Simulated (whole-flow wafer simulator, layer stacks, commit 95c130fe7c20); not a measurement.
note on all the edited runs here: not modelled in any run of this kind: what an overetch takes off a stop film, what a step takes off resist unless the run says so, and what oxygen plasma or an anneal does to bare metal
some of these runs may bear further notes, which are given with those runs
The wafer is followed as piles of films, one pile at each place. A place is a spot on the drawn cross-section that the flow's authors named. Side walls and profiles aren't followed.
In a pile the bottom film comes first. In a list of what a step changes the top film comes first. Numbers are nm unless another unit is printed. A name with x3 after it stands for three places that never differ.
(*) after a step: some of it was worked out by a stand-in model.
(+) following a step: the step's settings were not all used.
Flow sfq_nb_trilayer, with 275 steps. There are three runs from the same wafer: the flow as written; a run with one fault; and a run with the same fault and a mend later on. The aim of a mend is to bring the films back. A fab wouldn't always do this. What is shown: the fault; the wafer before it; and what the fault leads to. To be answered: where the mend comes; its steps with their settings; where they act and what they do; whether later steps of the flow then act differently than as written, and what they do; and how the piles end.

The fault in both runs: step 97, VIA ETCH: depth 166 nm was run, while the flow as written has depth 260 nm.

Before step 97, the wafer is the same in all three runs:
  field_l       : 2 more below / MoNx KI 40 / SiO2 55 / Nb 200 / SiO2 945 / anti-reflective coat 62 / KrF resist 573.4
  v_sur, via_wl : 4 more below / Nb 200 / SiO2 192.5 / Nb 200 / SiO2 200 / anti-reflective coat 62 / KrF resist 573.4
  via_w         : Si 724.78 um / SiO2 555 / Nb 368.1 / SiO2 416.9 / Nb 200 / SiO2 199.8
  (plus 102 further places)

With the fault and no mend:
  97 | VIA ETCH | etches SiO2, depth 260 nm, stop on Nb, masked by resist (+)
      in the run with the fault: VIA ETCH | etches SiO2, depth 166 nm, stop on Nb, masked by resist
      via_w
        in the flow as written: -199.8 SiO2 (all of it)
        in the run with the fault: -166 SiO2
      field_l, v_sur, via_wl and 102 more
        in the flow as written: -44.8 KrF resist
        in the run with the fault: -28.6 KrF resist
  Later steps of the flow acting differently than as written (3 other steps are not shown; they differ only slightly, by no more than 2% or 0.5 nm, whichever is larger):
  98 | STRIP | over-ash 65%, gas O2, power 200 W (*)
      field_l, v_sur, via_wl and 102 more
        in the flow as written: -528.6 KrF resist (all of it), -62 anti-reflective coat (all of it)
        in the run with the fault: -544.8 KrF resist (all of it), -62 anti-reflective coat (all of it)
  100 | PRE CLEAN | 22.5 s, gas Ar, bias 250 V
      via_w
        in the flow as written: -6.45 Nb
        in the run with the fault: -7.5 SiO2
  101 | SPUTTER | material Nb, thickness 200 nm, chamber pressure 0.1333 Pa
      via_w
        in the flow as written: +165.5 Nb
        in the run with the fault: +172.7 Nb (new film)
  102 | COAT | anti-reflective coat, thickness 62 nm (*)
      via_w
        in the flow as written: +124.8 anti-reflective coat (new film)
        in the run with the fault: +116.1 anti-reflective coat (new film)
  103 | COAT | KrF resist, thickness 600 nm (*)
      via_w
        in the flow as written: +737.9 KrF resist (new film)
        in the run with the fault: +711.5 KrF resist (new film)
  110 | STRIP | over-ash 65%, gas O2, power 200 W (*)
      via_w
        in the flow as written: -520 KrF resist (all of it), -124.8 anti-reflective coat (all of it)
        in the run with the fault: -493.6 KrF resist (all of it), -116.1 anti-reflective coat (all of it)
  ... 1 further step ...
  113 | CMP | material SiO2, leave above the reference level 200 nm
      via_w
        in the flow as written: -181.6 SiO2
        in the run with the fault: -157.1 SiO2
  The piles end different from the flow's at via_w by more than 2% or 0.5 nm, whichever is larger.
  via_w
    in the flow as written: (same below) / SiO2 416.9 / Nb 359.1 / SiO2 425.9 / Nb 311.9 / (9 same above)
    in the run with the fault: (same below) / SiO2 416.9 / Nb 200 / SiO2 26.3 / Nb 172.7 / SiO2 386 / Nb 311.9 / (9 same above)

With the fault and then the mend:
  The mend follows step 97.
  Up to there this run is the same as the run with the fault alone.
  97a | VIA ETCH | etches SiO2, depth 94 nm, stop on Nb, masked by resist (+) (a further turn of the flow's step 97, with different settings)
      field_l, v_sur, via_wl and 102 more
        -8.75 KrF resist
      via_w
        -33.8 SiO2 (all of it)
  Later steps of the flow that are run all act as written at every place that is followed, up to a difference of at most 2% or 0.5 nm, whichever is larger.
  The piles end the same as the flow's at every place that both follow.
